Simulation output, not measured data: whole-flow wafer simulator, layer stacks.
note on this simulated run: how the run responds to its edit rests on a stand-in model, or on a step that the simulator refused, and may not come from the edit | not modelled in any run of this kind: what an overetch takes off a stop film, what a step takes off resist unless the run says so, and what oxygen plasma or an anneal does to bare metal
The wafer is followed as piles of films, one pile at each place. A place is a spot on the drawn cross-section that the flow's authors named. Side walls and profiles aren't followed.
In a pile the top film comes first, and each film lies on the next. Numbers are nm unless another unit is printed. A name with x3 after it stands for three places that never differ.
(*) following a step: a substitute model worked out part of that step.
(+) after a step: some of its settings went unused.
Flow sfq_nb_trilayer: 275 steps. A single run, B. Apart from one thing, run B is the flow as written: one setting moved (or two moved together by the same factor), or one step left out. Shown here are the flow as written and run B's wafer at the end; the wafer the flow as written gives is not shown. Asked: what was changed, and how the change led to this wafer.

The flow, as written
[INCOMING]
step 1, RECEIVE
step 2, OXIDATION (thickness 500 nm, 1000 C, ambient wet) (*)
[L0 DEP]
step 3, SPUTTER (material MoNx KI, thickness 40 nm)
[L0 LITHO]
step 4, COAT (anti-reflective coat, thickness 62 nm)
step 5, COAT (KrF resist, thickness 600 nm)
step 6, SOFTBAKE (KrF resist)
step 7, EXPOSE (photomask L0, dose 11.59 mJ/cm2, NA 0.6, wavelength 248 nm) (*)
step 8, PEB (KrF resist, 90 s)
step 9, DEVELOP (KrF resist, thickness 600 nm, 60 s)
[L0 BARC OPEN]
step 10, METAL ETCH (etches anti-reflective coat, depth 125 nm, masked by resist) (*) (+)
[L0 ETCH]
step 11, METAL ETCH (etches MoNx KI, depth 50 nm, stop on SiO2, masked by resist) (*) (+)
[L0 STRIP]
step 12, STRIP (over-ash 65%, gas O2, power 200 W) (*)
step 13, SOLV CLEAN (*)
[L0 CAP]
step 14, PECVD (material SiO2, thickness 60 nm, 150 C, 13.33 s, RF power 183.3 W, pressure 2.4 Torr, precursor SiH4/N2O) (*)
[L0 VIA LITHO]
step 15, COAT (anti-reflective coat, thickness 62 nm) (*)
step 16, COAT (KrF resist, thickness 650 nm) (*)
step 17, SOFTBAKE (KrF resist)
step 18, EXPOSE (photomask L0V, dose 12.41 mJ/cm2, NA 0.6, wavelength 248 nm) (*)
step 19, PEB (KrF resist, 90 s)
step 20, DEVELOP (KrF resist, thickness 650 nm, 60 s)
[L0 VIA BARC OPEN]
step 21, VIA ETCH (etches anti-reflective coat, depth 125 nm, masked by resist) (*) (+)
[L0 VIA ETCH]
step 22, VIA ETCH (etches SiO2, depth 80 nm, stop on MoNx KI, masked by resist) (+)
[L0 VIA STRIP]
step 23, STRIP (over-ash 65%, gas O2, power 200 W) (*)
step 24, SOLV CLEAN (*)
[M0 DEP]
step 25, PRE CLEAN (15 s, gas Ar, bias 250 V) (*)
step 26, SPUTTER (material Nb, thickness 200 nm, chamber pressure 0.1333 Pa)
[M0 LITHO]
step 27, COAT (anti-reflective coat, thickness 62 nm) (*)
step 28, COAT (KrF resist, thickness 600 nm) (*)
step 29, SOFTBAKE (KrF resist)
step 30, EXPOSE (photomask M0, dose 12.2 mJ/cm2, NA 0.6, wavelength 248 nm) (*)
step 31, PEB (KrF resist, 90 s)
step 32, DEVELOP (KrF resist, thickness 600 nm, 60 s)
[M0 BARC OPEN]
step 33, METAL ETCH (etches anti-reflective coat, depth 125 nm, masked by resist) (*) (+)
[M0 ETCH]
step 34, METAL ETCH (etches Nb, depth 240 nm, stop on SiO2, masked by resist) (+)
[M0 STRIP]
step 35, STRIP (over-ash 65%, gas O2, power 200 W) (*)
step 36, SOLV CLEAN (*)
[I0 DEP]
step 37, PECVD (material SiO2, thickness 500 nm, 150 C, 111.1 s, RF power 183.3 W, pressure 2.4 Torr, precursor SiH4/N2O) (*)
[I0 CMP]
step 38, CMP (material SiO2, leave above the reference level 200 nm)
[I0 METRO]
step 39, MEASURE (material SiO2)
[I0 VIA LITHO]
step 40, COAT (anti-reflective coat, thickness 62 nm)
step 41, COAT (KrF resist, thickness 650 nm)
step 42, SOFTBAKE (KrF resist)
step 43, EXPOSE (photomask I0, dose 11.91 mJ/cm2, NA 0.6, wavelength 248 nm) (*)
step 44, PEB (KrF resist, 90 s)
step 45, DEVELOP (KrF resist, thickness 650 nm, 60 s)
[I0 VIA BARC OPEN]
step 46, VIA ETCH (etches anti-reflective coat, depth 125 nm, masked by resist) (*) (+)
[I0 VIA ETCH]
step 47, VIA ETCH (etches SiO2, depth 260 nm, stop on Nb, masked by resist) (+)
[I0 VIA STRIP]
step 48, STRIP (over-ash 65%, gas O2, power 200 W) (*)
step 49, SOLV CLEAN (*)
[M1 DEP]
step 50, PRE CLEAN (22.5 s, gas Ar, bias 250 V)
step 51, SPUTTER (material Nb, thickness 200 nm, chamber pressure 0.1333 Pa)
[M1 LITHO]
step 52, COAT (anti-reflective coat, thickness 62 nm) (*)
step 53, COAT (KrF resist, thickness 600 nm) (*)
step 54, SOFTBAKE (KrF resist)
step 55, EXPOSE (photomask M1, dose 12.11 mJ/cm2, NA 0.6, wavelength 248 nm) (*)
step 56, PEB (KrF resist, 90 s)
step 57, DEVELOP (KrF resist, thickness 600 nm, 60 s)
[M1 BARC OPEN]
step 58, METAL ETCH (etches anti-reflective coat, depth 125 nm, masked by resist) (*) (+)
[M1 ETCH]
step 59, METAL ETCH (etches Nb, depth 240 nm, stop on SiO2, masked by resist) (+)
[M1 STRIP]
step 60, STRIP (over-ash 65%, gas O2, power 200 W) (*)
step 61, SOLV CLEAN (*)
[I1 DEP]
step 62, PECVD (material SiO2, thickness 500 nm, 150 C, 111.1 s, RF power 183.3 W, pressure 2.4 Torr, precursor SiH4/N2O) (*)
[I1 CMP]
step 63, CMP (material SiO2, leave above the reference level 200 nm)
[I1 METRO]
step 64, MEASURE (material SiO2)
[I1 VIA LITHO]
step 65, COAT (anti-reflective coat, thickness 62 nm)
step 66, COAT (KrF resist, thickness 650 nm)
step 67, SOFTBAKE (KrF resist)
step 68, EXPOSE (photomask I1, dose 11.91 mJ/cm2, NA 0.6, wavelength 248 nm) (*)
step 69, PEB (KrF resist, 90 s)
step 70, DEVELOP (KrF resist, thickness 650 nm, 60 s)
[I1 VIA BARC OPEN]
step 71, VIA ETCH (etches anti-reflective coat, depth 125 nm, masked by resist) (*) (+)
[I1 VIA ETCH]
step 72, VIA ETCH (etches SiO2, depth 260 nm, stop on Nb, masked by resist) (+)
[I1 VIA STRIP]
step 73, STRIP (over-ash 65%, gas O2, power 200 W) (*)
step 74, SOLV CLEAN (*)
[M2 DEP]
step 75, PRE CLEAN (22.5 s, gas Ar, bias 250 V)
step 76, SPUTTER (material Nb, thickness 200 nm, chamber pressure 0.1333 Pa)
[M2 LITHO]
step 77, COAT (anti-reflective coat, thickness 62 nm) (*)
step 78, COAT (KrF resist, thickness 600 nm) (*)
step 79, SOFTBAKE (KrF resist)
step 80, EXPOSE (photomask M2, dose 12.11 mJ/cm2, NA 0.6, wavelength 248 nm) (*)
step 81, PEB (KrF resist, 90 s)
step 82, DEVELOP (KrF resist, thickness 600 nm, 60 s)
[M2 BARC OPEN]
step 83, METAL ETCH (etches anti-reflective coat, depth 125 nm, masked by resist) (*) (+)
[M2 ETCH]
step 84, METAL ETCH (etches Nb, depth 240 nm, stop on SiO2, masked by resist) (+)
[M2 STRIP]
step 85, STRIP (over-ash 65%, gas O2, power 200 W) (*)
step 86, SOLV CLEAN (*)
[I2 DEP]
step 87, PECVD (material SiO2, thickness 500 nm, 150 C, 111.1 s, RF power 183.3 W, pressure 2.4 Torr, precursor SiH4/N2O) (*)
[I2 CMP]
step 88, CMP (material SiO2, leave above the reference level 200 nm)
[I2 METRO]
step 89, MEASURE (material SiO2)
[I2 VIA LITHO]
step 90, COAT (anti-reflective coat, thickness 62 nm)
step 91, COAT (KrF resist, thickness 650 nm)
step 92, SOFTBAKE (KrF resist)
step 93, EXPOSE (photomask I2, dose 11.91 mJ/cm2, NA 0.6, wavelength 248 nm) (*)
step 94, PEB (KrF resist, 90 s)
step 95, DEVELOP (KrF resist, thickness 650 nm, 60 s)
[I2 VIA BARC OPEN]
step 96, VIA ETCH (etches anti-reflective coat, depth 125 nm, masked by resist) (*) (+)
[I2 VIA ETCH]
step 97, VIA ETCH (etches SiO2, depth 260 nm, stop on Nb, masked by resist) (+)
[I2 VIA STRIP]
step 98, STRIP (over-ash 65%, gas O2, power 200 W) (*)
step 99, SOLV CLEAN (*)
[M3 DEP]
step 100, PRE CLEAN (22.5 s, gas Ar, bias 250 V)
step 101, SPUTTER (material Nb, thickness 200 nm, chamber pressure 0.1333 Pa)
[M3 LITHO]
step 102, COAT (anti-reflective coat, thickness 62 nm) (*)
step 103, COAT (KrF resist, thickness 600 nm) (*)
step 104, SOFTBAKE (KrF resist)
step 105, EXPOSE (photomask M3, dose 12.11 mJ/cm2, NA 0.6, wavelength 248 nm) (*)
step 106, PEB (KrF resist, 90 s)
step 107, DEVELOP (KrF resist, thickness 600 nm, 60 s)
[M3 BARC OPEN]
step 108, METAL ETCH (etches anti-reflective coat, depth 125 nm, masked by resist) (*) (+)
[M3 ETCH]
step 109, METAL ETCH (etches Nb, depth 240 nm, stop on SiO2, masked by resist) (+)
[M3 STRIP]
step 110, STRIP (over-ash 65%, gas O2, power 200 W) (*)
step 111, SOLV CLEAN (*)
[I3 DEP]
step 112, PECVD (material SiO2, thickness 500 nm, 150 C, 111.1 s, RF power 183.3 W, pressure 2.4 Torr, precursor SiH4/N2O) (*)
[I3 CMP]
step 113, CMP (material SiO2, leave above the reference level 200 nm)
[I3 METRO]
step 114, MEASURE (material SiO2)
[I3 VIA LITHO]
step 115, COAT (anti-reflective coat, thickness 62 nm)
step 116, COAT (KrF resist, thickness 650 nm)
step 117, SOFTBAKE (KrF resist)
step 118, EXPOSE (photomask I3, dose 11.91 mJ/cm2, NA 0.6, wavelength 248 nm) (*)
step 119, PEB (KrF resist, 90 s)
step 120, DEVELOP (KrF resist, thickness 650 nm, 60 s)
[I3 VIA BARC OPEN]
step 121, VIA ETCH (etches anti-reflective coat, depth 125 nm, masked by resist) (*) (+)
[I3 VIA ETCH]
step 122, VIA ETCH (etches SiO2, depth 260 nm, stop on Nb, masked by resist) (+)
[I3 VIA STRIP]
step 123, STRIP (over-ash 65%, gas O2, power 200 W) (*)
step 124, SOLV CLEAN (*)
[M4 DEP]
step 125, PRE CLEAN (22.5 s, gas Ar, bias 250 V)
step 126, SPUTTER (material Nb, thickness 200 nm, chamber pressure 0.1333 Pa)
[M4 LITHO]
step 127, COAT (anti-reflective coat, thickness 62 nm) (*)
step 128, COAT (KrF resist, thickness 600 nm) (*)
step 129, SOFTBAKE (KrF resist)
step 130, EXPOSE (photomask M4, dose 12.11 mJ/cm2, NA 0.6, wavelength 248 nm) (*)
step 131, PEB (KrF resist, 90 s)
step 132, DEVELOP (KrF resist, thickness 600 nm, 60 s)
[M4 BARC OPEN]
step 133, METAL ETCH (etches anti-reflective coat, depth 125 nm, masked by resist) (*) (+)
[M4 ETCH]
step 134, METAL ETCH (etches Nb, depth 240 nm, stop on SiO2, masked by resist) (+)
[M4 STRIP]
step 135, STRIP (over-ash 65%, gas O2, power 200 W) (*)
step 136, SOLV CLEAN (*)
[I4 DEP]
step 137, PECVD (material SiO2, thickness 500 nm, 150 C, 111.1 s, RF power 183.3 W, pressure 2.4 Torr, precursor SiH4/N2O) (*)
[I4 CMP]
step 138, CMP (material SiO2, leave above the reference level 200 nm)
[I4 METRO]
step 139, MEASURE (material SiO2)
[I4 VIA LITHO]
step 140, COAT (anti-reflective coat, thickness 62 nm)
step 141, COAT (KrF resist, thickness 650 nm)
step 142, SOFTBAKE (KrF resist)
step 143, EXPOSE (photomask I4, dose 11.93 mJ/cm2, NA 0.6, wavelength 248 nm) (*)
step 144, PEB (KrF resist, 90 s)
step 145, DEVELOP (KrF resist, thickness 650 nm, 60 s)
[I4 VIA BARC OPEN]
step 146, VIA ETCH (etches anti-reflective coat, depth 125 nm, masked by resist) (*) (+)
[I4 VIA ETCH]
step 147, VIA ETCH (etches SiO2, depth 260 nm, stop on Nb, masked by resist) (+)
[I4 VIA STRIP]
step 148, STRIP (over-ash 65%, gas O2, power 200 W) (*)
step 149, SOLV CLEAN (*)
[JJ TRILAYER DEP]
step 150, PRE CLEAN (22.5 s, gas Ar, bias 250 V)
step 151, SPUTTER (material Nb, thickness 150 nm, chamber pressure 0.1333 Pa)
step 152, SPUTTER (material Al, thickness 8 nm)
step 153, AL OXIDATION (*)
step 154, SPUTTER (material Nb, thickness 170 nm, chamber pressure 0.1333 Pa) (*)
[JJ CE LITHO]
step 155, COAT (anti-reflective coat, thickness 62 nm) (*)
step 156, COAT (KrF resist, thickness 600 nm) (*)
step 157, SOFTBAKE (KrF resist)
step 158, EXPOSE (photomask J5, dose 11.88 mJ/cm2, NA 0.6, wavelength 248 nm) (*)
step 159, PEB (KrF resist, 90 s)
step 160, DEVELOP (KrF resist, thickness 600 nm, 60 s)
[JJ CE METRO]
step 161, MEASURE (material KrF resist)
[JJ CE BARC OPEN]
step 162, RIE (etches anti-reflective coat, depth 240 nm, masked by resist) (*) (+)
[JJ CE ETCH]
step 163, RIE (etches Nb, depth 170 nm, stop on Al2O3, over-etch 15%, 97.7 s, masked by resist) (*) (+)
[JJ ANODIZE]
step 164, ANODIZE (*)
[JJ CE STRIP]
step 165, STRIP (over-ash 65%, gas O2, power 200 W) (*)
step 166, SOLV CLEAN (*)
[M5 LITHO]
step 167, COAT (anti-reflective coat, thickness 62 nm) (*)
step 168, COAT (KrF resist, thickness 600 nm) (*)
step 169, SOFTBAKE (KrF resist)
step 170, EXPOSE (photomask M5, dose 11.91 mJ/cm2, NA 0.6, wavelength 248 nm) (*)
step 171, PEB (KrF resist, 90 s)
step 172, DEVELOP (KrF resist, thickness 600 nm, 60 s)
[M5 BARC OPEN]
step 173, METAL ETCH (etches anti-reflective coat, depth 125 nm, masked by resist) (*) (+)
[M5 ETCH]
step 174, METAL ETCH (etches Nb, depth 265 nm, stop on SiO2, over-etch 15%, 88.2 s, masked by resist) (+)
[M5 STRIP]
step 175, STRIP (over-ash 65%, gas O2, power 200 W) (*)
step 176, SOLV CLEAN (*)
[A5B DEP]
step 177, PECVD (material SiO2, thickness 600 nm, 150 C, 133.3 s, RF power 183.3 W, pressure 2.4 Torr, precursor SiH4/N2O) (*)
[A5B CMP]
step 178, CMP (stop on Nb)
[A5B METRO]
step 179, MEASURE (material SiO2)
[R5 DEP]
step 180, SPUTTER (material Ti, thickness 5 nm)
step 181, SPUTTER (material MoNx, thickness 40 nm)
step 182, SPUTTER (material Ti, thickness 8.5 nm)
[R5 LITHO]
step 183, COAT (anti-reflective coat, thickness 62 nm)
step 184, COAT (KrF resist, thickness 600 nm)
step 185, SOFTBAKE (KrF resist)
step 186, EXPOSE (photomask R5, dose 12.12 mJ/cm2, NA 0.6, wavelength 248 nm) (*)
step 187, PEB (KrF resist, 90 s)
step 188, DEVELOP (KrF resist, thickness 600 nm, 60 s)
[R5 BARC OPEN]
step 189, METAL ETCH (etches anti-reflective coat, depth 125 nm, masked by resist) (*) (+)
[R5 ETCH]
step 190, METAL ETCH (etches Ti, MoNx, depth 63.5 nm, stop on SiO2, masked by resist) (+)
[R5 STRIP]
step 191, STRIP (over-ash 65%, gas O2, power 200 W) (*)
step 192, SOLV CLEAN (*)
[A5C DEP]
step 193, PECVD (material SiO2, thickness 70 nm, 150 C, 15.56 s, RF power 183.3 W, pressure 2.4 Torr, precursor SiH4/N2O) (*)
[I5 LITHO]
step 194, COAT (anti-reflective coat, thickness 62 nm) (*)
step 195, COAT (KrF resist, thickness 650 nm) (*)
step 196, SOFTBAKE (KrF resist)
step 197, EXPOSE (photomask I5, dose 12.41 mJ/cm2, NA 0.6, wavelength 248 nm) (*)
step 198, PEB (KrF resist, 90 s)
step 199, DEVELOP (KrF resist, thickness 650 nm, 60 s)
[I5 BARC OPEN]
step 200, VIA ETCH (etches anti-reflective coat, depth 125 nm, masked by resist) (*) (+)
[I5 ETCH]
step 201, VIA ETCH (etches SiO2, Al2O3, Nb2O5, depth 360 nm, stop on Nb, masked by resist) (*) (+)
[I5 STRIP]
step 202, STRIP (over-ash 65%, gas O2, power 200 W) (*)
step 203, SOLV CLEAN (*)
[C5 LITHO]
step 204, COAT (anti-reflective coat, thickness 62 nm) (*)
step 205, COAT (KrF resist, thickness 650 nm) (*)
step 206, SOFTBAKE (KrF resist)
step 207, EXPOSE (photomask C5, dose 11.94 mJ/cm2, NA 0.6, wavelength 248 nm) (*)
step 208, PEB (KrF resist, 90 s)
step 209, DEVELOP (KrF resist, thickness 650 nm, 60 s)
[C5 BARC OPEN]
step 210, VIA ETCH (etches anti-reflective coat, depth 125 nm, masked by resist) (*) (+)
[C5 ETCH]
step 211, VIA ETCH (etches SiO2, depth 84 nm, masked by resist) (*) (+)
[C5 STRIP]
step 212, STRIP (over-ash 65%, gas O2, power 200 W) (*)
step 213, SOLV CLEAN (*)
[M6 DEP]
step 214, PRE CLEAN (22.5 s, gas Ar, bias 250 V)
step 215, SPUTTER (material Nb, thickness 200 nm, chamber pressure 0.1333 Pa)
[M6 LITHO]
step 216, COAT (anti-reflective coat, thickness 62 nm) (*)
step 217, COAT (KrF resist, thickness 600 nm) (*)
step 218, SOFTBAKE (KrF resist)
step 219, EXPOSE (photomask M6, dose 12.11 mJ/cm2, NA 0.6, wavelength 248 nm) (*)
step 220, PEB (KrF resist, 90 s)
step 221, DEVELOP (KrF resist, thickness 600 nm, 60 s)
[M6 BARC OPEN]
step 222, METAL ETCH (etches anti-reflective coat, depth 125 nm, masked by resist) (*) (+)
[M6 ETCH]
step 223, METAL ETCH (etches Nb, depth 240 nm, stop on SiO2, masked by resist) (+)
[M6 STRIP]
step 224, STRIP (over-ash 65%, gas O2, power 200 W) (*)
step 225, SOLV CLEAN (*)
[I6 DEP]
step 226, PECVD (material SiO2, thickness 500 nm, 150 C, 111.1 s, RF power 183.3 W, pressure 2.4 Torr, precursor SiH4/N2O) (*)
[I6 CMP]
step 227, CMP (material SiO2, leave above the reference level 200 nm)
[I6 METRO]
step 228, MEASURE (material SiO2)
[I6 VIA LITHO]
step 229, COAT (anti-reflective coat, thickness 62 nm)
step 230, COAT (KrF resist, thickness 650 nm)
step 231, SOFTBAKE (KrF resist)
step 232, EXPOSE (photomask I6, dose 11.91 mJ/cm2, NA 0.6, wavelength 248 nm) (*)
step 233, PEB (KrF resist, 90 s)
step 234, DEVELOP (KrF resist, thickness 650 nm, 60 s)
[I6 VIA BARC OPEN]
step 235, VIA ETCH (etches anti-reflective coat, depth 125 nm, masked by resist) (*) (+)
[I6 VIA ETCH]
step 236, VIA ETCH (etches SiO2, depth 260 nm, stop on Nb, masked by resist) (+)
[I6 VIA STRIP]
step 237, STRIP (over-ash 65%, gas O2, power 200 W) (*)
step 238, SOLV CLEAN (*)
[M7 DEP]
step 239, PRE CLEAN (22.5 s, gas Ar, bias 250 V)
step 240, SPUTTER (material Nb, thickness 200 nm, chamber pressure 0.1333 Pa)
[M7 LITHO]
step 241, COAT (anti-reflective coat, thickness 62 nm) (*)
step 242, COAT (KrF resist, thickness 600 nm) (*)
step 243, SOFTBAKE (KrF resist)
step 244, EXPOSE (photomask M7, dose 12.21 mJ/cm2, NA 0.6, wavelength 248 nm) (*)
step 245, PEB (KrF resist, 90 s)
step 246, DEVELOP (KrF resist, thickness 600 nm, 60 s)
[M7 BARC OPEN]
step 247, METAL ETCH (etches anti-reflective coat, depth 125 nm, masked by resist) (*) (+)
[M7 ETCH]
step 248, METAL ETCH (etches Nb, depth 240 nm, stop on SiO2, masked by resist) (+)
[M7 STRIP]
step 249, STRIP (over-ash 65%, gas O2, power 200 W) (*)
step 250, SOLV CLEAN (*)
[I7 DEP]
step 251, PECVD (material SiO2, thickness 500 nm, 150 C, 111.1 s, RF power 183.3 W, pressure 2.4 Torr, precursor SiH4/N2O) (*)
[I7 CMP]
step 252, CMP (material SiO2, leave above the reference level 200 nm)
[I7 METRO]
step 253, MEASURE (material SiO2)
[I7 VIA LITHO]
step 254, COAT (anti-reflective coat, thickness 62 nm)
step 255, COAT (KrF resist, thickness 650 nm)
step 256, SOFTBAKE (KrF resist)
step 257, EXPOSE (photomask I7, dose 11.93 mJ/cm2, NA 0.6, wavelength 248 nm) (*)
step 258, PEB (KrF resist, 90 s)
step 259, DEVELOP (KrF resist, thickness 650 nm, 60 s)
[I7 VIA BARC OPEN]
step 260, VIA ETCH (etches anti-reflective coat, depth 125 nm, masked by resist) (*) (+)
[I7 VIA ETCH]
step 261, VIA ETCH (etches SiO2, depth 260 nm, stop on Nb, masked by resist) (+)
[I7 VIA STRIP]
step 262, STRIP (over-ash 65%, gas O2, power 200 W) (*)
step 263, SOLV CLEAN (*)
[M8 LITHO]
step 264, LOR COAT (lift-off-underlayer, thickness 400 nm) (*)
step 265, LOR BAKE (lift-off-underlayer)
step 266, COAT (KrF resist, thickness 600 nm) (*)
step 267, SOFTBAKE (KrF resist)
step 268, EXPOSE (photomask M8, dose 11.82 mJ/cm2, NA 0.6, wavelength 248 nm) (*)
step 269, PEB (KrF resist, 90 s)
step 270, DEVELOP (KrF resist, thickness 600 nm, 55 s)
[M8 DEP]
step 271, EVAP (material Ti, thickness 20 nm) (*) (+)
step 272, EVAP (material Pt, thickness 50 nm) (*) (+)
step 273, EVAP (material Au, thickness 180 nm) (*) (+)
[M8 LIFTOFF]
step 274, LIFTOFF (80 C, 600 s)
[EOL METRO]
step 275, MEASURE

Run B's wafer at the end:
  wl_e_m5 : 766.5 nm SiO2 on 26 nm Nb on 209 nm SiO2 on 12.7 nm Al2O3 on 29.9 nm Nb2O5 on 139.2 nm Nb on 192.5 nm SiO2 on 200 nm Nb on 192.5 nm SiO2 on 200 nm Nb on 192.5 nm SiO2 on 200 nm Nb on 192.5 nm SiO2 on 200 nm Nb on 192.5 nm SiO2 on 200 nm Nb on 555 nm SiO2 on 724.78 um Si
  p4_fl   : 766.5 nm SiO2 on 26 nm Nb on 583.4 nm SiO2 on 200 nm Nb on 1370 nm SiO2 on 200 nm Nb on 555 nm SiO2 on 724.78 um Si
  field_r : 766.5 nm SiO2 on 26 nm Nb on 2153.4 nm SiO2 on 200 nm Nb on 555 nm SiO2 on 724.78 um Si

Cause: step 223, METAL ETCH: depth 174 nm was run, though the flow has depth 240 nm.

How this came from the change, step by step:
  step 223, METAL ETCH (etches Nb, depth 240 nm, stop on SiO2, masked by resist) (+)
      field_l, gap, moat and 76 more: -174 Nb (as written it would have been: -200 Nb (all of it))
      v_sur, via_wl, via_w and 24 more: -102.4 KrF resist (as written it would have been: -141.2 KrF resist)
  step 224, STRIP (over-ash 65%, gas O2, power 200 W) (*)
      wl_j_sl, wl_j_sr: -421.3 KrF resist (all of it), -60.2 anti-reflective coat (all of it) (as written it would have been: -382.5 KrF resist (all of it), -60.2 anti-reflective coat (all of it))
      wl_c_m6, wl_f_m6: -421.1 KrF resist (all of it), -62 anti-reflective coat (all of it) (as written it would have been: -382.3 KrF resist (all of it), -62 anti-reflective coat (all of it))
      (as well as at 23 more places)
  step 226, PECVD (material SiO2, thickness 500 nm, 150 C, 111.1 s, RF power 183.3 W, pressure 2.4 Torr, precursor SiH4/N2O) (*)
      field_l, p4_fl, p4_fm and 62 more: +500 SiO2 (new film) (as written it would have been: +500 SiO2)
      moat, field_r, lsp_l, ln_m5, lsp_m: +494.4 SiO2 (new film) (as written it would have been: +493.6 SiO2)
      (as well as at 9 more places)
  step 227, CMP (material SiO2, leave above the reference level 200 nm)
      field_l, p4_fl, p4_fm and 59 more: -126 SiO2 (as written it would have been: -100 SiO2)
      moat, field_r, lsp_l, ln_m5, lsp_m: -120.4 SiO2 (as written it would have been: -93.6 SiO2)
      (as well as at 8 more places)
With metal films that touch counted as one body, wl_e_m5 has 7 bodies (between them, from the top down: SiO2 209 / Al2O3 12.7 / Nb2O5 29.9; SiO2 192.5; SiO2 192.5; SiO2 192.5; SiO2 192.5; SiO2 192.5); the flow as written gives 6 bodies (between them, from the top down: SiO2 192.5; SiO2 192.5; SiO2 192.5; SiO2 192.5; SiO2 192.5).
With metal films that touch counted as one body, p4_fl has 3 bodies (between them, from the top down: SiO2 583.4; SiO2 1370); the flow as written gives 2 bodies (between them, from the top down: SiO2 1370).
With metal films that touch counted as one body, field_r has 2 bodies (between them, from the top down: SiO2 2153.4); the flow as written gives 1 body.
